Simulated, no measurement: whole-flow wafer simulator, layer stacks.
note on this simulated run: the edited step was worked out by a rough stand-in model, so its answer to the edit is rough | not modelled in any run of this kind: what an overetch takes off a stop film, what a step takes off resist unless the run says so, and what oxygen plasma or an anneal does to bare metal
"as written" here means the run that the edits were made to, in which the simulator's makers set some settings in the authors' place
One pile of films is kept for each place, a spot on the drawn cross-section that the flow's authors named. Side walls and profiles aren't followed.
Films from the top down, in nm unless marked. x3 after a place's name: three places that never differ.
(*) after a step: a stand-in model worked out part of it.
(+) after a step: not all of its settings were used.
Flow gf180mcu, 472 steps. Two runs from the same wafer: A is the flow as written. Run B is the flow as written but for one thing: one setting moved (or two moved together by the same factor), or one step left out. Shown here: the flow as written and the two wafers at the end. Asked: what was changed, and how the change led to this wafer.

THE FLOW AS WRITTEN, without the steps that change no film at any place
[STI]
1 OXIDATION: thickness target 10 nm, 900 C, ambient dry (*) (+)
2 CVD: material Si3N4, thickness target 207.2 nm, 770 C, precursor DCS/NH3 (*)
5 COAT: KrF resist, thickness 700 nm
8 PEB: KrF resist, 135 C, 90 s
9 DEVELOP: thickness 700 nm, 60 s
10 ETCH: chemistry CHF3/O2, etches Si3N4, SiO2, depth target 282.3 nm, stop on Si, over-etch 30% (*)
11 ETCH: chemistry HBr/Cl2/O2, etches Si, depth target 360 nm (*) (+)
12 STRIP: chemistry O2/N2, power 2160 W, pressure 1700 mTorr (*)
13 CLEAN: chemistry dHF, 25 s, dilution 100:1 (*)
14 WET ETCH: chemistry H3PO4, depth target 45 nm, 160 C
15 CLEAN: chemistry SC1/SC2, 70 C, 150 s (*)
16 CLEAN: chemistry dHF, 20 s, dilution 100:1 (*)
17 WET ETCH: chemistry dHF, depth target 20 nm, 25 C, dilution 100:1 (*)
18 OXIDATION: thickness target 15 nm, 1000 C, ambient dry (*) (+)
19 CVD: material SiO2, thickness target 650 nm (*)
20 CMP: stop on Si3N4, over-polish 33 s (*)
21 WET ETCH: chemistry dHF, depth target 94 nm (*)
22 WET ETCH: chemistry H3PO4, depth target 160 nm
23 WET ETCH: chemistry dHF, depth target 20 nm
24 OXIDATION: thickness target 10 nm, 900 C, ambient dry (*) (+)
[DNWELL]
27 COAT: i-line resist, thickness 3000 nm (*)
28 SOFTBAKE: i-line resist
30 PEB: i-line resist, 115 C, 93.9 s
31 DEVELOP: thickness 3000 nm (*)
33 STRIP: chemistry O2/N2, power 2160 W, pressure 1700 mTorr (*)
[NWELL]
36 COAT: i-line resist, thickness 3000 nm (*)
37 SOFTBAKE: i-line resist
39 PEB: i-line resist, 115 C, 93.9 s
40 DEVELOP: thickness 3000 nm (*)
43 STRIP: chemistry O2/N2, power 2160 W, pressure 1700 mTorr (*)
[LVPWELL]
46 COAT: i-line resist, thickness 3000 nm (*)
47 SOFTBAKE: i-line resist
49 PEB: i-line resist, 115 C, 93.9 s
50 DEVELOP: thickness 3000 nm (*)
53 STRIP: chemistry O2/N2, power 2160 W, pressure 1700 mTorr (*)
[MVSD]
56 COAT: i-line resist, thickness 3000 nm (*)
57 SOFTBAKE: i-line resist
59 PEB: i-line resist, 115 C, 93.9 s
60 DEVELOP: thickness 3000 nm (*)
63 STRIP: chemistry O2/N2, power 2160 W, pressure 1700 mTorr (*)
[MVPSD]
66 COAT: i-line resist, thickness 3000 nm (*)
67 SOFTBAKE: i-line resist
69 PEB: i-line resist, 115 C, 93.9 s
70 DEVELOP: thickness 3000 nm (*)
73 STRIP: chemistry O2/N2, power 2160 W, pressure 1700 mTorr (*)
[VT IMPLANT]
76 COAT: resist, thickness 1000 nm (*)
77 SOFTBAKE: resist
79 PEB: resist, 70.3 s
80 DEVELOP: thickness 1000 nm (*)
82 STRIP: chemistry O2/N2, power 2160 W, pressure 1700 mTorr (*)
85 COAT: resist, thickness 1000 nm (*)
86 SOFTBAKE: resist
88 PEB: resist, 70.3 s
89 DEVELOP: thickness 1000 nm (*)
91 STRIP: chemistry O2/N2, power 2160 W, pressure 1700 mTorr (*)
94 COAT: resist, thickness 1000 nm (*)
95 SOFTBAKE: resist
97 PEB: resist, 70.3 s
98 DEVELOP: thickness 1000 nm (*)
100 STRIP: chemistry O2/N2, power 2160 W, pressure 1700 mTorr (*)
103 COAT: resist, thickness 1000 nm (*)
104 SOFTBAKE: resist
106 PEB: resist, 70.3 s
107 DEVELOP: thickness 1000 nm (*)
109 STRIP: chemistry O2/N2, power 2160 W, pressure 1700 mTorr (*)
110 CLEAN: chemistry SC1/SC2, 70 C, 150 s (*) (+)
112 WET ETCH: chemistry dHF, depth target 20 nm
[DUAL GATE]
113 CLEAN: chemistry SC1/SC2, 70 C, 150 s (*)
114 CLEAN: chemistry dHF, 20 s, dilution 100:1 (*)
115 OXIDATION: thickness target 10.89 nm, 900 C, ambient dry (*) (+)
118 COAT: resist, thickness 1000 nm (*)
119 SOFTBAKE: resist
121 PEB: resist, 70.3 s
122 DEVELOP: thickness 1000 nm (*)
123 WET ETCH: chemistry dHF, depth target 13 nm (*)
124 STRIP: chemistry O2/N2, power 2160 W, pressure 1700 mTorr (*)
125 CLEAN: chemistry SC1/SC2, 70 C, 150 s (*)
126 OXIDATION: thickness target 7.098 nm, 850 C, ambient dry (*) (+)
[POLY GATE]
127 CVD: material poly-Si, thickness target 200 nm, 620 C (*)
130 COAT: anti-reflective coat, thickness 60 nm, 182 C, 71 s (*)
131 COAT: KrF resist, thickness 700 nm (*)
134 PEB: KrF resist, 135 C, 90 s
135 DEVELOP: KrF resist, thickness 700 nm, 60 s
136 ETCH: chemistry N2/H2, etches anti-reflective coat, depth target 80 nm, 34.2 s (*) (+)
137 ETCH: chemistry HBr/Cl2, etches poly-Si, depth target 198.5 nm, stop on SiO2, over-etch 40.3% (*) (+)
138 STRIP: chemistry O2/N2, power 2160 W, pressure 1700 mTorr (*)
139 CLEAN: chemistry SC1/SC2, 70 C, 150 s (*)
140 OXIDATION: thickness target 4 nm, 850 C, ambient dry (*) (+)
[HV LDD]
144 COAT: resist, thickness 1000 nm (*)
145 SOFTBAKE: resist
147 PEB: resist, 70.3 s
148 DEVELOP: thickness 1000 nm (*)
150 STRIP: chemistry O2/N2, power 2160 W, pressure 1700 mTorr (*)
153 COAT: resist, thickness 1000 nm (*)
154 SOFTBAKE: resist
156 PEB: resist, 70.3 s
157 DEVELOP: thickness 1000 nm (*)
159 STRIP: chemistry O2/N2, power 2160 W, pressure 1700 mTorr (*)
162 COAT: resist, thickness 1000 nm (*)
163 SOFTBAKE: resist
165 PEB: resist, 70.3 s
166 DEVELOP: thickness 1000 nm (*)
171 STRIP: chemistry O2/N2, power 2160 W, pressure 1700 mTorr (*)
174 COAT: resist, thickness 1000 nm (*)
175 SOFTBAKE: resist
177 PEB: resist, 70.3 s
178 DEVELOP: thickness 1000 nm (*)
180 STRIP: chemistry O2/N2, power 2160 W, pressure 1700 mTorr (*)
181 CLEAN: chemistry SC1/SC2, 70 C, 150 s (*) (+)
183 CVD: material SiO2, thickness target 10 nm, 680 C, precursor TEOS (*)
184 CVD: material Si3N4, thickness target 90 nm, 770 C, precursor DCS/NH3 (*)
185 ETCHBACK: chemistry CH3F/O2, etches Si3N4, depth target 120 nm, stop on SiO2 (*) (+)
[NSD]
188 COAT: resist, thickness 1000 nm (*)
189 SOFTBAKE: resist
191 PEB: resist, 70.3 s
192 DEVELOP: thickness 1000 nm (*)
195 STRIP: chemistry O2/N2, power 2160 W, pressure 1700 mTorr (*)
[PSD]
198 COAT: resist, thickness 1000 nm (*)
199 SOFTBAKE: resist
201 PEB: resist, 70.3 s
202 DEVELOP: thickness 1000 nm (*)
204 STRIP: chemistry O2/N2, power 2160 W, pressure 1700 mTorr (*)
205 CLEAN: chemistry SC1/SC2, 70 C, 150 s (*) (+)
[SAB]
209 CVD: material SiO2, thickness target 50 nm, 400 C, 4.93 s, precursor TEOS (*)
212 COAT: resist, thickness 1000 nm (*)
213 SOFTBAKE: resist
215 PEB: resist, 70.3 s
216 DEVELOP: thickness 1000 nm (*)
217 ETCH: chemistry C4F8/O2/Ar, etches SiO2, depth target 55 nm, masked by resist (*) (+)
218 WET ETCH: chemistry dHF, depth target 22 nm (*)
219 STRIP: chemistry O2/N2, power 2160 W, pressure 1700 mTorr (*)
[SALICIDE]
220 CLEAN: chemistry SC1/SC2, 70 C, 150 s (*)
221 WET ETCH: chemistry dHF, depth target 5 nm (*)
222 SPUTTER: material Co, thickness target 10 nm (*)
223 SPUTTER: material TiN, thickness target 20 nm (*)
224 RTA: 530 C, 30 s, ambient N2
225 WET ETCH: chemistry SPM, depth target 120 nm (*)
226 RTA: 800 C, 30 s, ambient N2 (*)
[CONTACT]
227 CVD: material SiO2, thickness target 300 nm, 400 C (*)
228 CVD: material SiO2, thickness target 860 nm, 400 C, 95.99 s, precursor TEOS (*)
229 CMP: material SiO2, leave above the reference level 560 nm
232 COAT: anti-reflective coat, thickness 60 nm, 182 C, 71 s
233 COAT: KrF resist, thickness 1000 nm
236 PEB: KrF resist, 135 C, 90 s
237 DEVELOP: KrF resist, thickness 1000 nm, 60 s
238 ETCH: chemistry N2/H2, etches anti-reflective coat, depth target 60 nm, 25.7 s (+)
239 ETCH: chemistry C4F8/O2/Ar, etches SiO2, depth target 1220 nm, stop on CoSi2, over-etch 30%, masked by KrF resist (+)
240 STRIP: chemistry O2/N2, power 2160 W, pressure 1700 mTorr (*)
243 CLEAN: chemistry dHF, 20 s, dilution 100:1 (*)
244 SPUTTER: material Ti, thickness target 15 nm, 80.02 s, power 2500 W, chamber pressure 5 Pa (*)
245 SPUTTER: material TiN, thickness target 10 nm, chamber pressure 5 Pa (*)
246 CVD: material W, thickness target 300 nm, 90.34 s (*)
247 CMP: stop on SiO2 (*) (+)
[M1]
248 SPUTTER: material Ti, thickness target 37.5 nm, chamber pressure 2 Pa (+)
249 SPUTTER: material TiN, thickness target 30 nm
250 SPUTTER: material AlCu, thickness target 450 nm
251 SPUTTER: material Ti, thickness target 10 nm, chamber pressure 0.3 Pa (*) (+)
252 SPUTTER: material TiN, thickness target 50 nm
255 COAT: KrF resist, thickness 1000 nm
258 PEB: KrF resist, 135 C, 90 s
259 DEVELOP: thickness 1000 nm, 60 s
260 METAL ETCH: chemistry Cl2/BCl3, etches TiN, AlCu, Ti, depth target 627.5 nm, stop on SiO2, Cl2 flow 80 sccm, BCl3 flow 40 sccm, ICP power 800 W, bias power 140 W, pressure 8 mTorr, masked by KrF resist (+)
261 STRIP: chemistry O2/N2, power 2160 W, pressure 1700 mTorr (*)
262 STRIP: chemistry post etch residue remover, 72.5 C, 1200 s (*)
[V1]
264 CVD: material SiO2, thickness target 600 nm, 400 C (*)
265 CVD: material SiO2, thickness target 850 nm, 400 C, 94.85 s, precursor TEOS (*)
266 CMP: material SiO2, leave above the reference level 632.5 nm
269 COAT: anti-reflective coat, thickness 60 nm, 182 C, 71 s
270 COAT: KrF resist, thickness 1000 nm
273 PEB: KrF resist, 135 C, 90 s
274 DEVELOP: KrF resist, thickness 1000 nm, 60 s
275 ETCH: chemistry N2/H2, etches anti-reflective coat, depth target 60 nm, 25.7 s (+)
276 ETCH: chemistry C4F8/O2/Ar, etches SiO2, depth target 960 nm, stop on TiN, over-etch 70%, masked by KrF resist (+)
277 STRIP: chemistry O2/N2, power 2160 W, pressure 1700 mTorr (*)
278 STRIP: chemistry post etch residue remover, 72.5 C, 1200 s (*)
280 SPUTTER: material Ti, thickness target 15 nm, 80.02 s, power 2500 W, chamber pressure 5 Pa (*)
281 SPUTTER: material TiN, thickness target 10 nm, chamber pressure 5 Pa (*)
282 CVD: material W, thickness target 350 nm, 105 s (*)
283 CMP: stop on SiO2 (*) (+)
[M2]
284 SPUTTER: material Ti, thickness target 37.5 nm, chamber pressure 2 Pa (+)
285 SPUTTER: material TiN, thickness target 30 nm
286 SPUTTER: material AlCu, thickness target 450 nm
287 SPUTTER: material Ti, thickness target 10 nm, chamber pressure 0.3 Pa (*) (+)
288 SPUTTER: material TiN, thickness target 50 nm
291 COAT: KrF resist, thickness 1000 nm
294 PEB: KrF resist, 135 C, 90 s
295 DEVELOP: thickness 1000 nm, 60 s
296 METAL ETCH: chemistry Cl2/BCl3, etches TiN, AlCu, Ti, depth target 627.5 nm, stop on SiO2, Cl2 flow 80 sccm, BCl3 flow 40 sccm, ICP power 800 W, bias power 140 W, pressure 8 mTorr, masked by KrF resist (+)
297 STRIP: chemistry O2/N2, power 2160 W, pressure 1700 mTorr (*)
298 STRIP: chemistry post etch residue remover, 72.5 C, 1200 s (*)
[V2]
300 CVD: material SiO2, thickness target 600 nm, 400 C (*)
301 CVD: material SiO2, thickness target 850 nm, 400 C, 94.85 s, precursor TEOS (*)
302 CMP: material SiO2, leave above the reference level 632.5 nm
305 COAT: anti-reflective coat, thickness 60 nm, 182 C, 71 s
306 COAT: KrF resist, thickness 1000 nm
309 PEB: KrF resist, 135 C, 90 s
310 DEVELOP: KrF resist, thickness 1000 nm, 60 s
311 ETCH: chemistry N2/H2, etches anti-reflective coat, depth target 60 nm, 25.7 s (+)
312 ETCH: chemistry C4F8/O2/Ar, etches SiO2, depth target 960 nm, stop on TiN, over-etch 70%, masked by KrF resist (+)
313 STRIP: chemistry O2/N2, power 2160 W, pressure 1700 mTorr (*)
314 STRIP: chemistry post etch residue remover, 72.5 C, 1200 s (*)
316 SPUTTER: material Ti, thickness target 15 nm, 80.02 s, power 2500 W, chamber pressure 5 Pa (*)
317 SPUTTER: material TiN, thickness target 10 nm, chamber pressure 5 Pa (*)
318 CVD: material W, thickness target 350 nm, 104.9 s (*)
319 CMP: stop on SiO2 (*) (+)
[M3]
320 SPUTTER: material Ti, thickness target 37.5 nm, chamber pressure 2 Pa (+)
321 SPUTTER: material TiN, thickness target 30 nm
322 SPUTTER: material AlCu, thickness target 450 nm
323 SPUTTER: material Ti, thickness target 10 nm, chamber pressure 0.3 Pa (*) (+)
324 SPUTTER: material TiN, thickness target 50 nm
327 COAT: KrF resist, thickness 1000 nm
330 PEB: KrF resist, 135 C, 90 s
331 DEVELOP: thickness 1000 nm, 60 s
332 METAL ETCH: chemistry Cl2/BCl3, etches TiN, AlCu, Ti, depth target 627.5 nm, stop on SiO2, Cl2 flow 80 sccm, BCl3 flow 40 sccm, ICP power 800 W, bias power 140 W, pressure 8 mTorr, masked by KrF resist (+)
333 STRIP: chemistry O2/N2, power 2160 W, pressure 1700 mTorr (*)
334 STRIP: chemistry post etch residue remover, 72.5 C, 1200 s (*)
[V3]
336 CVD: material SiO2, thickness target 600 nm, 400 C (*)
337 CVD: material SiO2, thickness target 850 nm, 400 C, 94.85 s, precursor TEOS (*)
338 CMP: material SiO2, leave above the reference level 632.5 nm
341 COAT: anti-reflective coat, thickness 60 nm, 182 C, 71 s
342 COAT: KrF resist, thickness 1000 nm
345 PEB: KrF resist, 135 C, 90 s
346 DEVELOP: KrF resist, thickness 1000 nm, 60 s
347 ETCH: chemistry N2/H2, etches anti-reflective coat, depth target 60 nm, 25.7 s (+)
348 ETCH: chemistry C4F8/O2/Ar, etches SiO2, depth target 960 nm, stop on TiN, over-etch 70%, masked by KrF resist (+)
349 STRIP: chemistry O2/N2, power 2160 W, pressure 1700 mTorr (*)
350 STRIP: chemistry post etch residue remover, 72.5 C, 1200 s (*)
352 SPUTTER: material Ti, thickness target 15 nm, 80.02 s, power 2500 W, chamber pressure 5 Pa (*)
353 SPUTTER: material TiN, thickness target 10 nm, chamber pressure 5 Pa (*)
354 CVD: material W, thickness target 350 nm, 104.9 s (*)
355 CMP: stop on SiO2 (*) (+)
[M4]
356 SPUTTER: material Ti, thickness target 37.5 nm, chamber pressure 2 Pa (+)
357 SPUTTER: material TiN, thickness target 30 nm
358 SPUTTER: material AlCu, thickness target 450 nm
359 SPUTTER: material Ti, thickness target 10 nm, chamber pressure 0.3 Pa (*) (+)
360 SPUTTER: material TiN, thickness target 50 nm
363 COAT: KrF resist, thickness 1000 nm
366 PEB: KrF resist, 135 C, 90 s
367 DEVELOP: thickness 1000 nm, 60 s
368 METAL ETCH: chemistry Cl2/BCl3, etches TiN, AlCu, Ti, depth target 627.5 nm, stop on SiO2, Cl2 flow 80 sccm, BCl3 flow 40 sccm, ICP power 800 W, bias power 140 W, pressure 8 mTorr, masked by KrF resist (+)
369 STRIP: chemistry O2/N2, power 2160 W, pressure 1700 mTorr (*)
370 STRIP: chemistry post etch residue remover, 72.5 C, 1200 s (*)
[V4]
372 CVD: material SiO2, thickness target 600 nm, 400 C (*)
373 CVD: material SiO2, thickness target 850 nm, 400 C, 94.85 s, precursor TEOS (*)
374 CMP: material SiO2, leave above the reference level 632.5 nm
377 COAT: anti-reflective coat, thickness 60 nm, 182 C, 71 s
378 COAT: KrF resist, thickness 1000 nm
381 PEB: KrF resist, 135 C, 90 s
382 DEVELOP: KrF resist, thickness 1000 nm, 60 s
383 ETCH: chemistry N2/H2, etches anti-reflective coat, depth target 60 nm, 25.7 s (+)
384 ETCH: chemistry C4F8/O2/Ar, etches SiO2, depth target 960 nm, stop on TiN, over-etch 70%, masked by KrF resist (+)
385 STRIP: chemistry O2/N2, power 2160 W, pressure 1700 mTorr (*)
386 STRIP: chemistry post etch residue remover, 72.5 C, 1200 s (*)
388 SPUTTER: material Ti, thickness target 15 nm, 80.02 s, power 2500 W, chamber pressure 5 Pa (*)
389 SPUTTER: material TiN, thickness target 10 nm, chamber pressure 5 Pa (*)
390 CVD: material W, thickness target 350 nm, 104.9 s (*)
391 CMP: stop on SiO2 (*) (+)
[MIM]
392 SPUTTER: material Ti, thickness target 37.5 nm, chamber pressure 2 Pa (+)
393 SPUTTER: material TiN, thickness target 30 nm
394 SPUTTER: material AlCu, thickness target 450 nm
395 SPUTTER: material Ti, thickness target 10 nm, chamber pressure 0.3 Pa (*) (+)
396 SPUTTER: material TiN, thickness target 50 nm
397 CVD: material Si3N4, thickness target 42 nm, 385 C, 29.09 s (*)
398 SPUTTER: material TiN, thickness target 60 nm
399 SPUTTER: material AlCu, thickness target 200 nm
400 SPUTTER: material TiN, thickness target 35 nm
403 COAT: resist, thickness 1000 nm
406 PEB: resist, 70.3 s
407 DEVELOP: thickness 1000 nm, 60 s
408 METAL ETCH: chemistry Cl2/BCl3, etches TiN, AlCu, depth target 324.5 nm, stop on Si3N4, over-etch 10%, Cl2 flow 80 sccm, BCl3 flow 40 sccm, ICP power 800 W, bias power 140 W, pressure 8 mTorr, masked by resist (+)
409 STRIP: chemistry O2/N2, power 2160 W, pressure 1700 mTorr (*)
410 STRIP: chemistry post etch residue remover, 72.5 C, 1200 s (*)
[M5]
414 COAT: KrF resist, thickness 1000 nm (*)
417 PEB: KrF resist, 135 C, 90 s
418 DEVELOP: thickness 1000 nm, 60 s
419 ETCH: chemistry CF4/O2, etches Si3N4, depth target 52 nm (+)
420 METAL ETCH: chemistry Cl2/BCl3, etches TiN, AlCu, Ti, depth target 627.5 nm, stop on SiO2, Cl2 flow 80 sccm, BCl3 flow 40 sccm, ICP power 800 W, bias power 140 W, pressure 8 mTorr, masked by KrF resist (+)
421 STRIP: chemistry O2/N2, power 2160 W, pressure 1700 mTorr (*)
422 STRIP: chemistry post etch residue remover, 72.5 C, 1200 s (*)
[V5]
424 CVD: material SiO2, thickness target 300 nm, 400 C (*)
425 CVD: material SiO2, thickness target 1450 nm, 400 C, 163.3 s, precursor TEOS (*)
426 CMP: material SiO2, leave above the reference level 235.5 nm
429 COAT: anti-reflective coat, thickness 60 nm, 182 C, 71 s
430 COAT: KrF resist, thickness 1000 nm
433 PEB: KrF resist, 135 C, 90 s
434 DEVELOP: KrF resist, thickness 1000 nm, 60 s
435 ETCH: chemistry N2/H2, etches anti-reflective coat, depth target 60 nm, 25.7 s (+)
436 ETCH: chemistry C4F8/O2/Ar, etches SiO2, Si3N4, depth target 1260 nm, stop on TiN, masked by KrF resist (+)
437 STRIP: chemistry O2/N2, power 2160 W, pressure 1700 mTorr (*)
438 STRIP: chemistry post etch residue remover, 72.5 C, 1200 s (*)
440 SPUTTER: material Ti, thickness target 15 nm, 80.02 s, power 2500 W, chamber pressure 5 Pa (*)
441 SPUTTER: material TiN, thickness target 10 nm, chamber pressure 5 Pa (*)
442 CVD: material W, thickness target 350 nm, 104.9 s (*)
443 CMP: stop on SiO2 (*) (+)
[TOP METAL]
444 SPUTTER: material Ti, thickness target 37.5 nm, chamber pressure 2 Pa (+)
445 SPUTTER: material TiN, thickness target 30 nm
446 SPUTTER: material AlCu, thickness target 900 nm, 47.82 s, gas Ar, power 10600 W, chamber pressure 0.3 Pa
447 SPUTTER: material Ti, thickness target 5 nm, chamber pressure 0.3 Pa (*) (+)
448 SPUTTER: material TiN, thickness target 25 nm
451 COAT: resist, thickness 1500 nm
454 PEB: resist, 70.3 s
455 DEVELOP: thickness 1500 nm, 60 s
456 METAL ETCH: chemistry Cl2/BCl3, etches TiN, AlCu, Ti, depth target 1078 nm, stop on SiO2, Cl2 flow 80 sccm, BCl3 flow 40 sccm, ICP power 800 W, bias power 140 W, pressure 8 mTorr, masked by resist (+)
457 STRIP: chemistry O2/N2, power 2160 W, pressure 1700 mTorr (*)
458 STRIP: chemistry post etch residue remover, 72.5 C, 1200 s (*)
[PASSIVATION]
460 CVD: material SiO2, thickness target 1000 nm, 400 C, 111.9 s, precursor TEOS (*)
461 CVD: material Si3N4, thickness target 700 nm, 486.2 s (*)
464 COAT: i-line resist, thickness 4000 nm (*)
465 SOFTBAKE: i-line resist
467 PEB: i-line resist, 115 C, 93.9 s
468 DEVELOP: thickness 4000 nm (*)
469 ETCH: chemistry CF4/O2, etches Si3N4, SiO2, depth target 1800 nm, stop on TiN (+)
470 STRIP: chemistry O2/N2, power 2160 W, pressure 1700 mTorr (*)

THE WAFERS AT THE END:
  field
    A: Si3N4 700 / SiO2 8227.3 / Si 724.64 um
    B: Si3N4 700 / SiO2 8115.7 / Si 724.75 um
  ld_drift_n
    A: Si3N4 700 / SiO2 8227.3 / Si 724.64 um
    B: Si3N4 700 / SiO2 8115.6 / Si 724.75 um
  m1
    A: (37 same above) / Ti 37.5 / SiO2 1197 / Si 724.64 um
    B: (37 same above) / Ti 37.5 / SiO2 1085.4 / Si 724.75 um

The cause: step 11, ETCH: depth target 248 nm was run, where the flow has depth target 360 nm.

How the change led to this, step by step:
  11 ETCH: chemistry HBr/Cl2/O2, etches Si, depth target 360 nm (*) (+)
      active, n_well, p_well and 40 more: A KrF resist -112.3 | B KrF resist -75
      field, field_sub, sti and 34 more: A Si -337 | B Si -225
  12 STRIP: chemistry O2/N2, power 2160 W, pressure 1700 mTorr (*)
      active, n_well, p_well and 40 more: A KrF resist -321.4 (all of it) | B KrF resist -358.7 (all of it)
  19 CVD: material SiO2, thickness target 650 nm (*)
      m1, ld_fp_n, ld_drift_n and 8 more: A SiO2 +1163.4 | B SiO2 +1051.4
  20 CMP: stop on Si3N4, over-polish 33 s (*)
      sti, mim_1p0, pad and 11 more: A SiO2 -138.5 | B SiO2 -250.5
      nw_enc_fld, nw_enc_fld_lv: A SiO2 -142.5 | B SiO2 -254.5
      (and at 10 more places)
  189 SOFTBAKE: resist
      field__w9: A resist +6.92 | B resist -3.05
  199 SOFTBAKE: resist
      field__w9: A resist +6.92 | B resist -3.05
